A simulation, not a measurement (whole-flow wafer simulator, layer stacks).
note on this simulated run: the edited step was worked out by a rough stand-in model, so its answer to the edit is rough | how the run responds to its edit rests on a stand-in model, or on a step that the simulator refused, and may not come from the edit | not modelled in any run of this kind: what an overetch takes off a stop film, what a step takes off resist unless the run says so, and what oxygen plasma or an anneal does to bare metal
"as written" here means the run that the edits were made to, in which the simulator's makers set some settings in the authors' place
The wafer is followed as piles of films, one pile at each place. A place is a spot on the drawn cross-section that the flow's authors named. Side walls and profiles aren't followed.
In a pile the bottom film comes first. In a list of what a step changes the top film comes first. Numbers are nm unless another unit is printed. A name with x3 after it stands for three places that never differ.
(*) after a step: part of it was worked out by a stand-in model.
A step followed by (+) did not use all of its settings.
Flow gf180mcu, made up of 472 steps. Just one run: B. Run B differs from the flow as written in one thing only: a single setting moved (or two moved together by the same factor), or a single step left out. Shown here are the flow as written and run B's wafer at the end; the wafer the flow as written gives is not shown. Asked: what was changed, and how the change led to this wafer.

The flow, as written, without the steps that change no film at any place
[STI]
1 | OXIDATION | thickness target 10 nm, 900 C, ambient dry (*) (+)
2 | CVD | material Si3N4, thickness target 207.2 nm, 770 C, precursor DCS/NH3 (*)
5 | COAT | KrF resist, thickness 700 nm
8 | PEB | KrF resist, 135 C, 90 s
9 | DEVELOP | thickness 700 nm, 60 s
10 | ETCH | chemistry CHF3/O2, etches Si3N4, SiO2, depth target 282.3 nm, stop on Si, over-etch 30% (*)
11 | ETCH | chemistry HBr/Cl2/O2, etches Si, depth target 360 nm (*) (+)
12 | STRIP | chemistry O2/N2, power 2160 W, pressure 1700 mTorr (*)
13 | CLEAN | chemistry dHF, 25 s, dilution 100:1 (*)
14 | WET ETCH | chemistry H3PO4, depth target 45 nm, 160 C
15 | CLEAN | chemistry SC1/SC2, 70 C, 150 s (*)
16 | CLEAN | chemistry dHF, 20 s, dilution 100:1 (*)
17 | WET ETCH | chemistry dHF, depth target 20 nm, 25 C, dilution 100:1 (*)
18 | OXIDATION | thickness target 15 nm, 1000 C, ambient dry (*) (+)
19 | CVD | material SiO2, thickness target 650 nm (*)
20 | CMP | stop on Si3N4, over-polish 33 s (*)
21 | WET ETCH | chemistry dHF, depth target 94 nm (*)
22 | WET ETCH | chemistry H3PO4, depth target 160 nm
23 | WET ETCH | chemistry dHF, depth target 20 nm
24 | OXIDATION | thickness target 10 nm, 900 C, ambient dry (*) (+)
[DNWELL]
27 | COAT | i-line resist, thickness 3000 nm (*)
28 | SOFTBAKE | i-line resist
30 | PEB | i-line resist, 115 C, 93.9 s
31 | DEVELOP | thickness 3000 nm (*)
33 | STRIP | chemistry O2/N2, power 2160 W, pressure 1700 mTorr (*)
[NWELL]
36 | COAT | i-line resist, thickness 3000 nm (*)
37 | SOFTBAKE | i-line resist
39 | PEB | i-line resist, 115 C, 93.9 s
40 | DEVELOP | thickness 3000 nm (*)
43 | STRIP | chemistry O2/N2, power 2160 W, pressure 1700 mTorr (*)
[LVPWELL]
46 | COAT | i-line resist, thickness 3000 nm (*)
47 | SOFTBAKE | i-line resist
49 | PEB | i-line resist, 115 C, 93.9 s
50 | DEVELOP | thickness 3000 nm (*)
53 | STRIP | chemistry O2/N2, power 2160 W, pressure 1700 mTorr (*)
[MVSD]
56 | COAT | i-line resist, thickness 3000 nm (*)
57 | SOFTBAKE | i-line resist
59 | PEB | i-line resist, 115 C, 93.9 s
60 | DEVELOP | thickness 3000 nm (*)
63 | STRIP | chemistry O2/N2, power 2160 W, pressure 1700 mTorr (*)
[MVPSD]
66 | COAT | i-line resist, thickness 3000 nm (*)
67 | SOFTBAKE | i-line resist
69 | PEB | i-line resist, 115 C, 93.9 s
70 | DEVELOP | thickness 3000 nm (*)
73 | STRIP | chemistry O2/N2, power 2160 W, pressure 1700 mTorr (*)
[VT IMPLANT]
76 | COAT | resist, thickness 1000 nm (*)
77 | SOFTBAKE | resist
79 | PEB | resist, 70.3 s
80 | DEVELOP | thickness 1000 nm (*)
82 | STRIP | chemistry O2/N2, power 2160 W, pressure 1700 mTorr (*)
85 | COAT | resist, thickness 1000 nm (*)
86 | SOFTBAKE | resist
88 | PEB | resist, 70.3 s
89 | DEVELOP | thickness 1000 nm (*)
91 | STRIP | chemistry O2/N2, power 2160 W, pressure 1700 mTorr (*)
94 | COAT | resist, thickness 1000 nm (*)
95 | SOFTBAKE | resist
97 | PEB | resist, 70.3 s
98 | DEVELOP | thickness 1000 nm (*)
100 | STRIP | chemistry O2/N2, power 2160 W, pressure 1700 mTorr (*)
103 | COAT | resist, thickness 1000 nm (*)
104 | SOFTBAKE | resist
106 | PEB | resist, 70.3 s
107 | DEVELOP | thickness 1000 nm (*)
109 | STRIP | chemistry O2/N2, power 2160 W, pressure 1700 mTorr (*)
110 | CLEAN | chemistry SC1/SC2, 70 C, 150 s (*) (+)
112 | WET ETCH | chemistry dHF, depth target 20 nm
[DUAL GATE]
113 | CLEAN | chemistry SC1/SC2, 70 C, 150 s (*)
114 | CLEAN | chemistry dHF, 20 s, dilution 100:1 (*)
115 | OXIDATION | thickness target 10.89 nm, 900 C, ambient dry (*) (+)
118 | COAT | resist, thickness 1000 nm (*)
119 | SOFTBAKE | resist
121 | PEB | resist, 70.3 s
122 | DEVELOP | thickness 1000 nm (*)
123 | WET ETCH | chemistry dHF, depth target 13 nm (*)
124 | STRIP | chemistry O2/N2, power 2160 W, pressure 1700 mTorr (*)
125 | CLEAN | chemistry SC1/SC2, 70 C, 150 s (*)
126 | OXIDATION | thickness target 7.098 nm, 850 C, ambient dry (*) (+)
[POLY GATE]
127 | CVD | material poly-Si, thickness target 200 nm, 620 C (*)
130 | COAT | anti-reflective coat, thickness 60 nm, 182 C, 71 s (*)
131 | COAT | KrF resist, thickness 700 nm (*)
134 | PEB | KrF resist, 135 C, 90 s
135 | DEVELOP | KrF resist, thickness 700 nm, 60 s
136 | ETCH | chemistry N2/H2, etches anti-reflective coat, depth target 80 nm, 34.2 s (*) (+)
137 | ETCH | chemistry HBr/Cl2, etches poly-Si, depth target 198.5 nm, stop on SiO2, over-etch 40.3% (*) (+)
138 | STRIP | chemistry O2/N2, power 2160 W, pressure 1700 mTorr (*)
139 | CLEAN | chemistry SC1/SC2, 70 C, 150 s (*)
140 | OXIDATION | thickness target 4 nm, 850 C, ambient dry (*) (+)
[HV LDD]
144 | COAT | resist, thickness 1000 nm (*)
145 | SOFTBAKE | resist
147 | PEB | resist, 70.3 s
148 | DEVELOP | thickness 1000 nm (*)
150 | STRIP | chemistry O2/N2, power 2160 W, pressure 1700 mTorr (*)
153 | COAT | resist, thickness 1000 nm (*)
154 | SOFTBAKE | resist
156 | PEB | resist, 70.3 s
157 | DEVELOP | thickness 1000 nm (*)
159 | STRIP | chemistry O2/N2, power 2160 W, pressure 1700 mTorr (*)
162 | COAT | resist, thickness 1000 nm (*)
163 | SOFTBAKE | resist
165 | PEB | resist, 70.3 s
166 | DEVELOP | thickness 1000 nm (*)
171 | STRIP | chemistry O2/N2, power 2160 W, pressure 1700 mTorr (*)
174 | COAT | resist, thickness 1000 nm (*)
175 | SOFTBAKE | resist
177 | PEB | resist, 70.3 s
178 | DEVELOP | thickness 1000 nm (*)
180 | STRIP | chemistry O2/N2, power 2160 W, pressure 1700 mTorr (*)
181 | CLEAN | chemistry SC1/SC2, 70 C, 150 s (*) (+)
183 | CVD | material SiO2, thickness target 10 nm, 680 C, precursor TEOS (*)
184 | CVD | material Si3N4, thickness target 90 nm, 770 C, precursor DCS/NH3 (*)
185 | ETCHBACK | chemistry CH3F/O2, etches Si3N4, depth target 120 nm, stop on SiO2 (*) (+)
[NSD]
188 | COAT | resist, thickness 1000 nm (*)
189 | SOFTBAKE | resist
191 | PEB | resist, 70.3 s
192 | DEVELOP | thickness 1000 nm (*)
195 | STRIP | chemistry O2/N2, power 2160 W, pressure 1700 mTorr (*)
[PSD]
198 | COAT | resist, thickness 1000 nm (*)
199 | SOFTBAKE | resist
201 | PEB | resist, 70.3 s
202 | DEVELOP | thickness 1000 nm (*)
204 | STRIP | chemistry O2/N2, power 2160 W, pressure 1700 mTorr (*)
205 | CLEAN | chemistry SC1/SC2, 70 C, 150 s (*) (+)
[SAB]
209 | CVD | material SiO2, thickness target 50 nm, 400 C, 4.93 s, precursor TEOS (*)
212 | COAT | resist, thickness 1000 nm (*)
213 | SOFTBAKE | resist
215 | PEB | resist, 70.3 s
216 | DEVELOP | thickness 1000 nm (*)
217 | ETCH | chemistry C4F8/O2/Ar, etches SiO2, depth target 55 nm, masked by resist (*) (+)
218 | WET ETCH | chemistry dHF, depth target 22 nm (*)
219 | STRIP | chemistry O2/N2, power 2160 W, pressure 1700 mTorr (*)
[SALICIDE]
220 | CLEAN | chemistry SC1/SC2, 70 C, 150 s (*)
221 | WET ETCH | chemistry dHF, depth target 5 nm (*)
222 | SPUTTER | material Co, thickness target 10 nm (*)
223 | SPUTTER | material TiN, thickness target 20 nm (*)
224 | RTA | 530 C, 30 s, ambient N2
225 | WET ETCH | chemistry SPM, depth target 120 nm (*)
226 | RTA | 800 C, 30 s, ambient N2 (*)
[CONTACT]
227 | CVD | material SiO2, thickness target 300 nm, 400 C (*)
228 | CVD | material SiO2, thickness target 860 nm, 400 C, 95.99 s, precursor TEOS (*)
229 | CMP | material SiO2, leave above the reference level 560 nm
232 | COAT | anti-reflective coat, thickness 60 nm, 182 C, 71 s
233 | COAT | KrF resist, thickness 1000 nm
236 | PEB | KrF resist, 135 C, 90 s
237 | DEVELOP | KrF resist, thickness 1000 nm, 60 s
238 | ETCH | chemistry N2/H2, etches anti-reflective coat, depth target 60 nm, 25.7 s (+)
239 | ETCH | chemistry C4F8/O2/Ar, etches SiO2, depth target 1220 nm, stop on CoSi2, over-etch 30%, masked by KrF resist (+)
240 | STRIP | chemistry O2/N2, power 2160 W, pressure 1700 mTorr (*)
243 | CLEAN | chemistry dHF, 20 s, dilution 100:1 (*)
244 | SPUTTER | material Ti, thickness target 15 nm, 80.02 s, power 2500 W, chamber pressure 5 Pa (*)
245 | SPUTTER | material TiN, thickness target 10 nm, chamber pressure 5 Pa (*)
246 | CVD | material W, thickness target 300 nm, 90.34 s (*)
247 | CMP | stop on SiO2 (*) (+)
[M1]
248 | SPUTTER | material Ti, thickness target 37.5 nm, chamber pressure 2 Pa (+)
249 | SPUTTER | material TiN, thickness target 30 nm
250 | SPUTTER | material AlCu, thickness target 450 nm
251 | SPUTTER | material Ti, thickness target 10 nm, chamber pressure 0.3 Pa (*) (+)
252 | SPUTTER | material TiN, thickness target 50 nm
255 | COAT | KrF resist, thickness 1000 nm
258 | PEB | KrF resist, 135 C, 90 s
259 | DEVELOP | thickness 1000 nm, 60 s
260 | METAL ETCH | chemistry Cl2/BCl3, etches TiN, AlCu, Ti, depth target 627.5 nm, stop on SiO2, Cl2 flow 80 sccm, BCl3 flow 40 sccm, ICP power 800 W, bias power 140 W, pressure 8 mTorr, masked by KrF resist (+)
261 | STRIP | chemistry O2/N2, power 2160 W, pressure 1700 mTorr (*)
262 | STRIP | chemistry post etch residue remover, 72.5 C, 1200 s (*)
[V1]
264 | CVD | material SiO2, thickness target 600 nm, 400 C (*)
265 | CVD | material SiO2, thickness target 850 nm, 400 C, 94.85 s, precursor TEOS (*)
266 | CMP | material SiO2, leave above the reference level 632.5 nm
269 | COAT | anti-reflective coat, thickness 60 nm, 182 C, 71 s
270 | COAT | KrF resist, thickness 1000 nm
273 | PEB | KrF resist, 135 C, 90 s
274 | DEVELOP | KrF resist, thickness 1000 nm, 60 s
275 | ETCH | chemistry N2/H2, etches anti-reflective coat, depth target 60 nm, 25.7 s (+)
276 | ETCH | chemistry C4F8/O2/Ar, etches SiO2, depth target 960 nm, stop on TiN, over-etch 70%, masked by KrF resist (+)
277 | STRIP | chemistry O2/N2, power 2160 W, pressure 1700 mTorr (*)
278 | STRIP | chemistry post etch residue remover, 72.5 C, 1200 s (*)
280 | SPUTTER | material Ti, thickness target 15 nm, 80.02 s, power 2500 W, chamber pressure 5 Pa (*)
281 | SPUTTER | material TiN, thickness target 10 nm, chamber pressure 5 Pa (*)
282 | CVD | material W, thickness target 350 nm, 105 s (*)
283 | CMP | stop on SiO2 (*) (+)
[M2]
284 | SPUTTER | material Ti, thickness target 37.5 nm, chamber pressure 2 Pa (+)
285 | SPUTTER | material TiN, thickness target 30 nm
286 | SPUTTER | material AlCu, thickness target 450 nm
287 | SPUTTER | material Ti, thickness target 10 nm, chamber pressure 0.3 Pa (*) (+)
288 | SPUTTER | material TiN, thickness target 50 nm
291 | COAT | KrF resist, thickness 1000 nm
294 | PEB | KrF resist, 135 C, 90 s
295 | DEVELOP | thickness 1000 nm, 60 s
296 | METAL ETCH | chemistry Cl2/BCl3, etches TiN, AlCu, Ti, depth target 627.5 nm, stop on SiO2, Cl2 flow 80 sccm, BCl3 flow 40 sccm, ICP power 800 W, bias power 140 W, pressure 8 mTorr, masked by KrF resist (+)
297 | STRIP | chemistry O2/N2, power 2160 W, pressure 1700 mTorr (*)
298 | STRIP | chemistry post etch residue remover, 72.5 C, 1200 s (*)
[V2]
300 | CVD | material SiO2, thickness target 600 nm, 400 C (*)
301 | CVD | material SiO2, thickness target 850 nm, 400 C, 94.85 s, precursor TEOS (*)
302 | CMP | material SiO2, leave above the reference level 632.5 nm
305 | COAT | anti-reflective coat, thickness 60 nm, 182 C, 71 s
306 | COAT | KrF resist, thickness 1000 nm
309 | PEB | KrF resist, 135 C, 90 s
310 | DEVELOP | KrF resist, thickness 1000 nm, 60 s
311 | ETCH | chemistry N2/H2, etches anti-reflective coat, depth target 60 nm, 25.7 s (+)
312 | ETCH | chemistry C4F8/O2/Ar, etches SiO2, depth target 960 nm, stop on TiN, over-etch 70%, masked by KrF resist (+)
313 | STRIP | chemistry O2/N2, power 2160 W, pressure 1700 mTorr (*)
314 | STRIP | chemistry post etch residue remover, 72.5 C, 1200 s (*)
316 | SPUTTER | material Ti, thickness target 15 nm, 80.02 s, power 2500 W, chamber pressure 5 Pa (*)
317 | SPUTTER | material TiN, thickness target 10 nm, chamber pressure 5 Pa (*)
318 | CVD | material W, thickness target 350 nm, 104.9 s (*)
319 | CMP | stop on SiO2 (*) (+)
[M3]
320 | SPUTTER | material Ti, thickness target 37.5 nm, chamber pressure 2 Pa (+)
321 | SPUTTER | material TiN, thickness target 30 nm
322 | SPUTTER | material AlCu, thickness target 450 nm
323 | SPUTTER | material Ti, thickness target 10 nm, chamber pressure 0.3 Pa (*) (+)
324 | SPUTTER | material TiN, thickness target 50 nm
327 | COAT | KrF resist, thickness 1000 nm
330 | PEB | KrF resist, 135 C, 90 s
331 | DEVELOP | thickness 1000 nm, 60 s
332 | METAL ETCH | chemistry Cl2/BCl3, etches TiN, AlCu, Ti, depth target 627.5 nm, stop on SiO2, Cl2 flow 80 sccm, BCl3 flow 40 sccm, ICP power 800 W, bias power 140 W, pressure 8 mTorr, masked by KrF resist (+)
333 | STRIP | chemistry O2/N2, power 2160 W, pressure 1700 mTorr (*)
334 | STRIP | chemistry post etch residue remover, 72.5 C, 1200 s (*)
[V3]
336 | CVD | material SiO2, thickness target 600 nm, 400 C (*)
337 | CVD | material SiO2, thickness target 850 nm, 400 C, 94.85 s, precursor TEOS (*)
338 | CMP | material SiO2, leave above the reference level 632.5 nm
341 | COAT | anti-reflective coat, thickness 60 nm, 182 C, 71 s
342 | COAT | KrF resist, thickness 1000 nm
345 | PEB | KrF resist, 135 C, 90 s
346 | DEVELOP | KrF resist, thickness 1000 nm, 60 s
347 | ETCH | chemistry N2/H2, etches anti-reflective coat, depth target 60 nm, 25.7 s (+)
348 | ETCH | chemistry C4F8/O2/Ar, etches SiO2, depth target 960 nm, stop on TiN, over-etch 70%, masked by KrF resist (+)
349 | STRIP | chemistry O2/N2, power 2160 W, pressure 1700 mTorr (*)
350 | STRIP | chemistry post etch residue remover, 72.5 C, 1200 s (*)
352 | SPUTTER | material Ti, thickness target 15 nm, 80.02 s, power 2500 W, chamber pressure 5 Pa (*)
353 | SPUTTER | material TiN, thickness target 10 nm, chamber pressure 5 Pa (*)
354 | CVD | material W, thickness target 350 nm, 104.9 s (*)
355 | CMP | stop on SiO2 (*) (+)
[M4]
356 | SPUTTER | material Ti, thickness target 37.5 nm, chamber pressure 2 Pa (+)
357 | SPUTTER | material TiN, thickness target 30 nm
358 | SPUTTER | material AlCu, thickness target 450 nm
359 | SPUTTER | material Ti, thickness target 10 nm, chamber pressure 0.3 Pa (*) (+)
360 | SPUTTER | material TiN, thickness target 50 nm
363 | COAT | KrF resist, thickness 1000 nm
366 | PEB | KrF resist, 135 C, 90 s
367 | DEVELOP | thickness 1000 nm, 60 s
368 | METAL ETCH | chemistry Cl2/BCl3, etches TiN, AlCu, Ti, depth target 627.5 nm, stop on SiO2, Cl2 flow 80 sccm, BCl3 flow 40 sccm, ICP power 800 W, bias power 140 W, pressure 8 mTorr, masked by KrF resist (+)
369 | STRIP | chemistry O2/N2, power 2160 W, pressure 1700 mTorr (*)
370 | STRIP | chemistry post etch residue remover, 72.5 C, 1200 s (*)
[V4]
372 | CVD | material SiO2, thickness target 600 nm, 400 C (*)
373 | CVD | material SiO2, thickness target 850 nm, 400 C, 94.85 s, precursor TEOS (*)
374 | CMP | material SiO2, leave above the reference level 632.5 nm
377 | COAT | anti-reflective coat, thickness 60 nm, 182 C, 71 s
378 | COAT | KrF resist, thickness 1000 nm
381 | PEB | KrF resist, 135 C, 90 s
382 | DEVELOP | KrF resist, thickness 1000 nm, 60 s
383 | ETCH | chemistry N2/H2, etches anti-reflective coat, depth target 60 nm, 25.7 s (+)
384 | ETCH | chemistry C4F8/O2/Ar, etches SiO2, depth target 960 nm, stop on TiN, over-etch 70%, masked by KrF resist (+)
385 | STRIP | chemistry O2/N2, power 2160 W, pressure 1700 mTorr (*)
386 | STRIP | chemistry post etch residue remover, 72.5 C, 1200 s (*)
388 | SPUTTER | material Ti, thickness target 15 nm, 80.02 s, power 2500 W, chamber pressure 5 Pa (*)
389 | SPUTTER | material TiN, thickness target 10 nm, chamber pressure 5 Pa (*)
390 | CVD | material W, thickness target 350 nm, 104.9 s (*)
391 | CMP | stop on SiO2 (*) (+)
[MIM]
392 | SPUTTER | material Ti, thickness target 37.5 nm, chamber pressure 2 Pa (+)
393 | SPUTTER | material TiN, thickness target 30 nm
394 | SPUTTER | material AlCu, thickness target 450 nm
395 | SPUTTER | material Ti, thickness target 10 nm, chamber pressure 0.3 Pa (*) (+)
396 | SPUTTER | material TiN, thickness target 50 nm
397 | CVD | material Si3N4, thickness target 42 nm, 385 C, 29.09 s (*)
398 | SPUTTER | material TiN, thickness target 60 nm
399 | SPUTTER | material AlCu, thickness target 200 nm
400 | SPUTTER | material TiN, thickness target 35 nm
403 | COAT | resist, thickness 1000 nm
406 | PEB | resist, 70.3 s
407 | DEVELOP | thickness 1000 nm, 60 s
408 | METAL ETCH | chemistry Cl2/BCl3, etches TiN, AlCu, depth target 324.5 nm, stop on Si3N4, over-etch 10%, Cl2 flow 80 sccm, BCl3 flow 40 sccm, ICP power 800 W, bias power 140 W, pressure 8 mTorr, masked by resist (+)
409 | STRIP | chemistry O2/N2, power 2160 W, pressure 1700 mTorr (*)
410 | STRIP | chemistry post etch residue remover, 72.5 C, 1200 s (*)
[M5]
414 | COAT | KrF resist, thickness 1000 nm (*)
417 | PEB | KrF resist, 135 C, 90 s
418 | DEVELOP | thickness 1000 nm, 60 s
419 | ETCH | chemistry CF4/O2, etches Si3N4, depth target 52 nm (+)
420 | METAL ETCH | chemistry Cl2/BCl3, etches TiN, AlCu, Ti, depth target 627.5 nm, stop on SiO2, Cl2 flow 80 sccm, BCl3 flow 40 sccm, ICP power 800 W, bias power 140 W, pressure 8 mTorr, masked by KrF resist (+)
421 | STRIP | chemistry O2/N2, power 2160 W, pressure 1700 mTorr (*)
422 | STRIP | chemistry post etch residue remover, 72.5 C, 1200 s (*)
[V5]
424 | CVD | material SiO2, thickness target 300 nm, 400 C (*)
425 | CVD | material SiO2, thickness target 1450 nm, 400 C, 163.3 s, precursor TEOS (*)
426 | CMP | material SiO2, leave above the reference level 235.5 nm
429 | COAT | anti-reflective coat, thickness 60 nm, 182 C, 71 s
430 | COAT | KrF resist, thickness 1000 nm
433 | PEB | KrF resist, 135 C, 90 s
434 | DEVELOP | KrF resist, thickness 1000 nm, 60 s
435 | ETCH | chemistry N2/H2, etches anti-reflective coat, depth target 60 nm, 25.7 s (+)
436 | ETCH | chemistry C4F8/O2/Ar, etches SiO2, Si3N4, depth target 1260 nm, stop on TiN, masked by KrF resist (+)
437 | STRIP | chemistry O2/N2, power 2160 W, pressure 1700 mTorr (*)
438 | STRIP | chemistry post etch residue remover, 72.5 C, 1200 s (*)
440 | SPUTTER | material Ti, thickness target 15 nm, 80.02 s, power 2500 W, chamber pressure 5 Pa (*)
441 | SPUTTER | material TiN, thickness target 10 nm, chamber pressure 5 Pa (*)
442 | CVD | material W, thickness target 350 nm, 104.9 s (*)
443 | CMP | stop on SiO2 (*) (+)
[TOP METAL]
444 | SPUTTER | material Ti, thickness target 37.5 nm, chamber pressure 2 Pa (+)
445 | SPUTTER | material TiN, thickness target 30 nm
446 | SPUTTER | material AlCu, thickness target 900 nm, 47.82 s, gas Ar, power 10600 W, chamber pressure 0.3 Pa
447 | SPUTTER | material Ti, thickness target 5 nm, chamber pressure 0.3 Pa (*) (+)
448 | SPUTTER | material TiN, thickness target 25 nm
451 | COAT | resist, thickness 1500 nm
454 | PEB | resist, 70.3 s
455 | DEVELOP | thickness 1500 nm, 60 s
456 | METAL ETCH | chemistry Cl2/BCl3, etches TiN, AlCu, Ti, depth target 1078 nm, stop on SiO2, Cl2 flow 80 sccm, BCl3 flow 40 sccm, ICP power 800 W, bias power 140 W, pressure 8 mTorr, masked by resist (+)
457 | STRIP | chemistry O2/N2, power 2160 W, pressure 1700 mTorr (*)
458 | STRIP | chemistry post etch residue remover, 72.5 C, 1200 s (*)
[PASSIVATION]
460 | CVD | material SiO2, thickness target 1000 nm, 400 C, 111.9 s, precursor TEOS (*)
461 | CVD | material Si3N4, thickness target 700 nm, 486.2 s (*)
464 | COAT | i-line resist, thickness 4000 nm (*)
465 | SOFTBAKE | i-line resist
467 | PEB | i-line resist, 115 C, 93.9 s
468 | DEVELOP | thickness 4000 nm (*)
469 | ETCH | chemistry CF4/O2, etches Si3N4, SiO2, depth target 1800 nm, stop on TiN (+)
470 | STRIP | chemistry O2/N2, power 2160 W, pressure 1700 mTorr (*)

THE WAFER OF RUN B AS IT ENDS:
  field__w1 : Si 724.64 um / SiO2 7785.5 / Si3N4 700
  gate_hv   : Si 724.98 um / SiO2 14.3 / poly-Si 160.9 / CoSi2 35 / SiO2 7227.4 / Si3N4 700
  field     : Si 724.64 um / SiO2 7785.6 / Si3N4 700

Cause: step 460, CVD: thickness target 550 nm was run, though the flow has thickness target 1000 nm; step 460, CVD: 61.57 s was run, where the flow has 111.9 s.

Step by step, how the change led to this:
  460 | CVD | material SiO2, thickness target 1000 nm, 400 C, 111.9 s, precursor TEOS (*)
      field, field__w1, field__w2 and 103 more: SiO2 gains 558.3 (as written it would have been: SiO2 gains 1000)
      field__w8, contact, m1, m1__w1, pad, m1_nw: SiO2 gains 558.3 (new film) (as written it would have been: SiO2 gains 1000 (new film))
  465 | SOFTBAKE | i-line resist
      gate: i-line resist loses 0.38 (as written it would have been: i-line resist gains 1.79)
      ld_acc_p, ld_fp_p, ld_drift_p: i-line resist gains 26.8 (as written it would have been: i-line resist gains 33.8)
      (as well as at 57 more places)
  469 | ETCH | chemistry CF4/O2, etches Si3N4, SiO2, depth target 1800 nm, stop on TiN (+)
      pad: Si3N4 loses 700 (all of it), SiO2 loses 558.3 (all of it) (as written it would have been: Si3N4 loses 700 (all of it), SiO2 loses 1000 (all of it))
